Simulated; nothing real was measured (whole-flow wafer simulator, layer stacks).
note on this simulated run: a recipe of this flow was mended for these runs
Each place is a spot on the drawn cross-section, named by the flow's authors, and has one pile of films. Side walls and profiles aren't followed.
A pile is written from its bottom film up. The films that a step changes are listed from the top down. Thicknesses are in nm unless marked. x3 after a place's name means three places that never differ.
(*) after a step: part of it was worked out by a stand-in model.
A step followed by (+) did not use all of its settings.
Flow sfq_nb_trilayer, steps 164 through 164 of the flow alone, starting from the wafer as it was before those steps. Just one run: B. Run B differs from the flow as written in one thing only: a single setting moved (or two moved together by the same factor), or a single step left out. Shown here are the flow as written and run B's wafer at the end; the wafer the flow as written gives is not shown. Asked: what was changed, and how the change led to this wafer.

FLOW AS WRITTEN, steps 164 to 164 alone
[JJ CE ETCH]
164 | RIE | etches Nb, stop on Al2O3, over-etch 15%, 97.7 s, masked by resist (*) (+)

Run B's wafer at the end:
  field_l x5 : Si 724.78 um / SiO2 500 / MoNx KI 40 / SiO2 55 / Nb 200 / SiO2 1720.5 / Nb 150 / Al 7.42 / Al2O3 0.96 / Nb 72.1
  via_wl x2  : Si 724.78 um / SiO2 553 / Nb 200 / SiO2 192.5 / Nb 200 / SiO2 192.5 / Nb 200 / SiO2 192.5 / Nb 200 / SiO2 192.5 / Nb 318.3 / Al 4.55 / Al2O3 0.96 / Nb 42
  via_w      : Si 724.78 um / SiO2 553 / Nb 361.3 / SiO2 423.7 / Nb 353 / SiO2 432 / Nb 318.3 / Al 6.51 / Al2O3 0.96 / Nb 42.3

The reason: step 164, RIE: 48.9 s was run, whereas the flow has 97.7 s.

How this came from the change, step by step:
  164 | RIE | etches Nb, stop on Al2O3, over-etch 15%, 97.7 s, masked by resist (*) (+)
      field_l x5, v_sur x17, via_v and 76 more: -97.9 Nb (as written it would have been: -170 Nb (all of it), -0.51 Al2O3)
      via_wl x2: -97.9 Nb (as written it would have been: -139.9 Nb (all of it), -0.96 Al2O3 (all of it))
      (and at 5 other places as well)
With metal films that touch counted as one body, field_l x5 has 4 bodies (between them, from the top down: Al2O3 0.96; SiO2 1720.5; SiO2 55); the flow as written gives 3 bodies (between them, from the top down: SiO2 1720.5; SiO2 55).
With metal films that touch counted as one body, via_wl x2 has 6 bodies (between them, from the top down: Al2O3 0.96; SiO2 192.5; SiO2 192.5; SiO2 192.5; SiO2 192.5); the flow as written gives 5 bodies (between them, from the top down: SiO2 192.5; SiO2 192.5; SiO2 192.5; SiO2 192.5).
With metal films that touch counted as one body, via_w has 4 bodies (between them, from the top down: Al2O3 0.96; SiO2 432; SiO2 423.7); the flow as written gives 3 bodies (between them, from the top down: SiO2 432; SiO2 423.7).
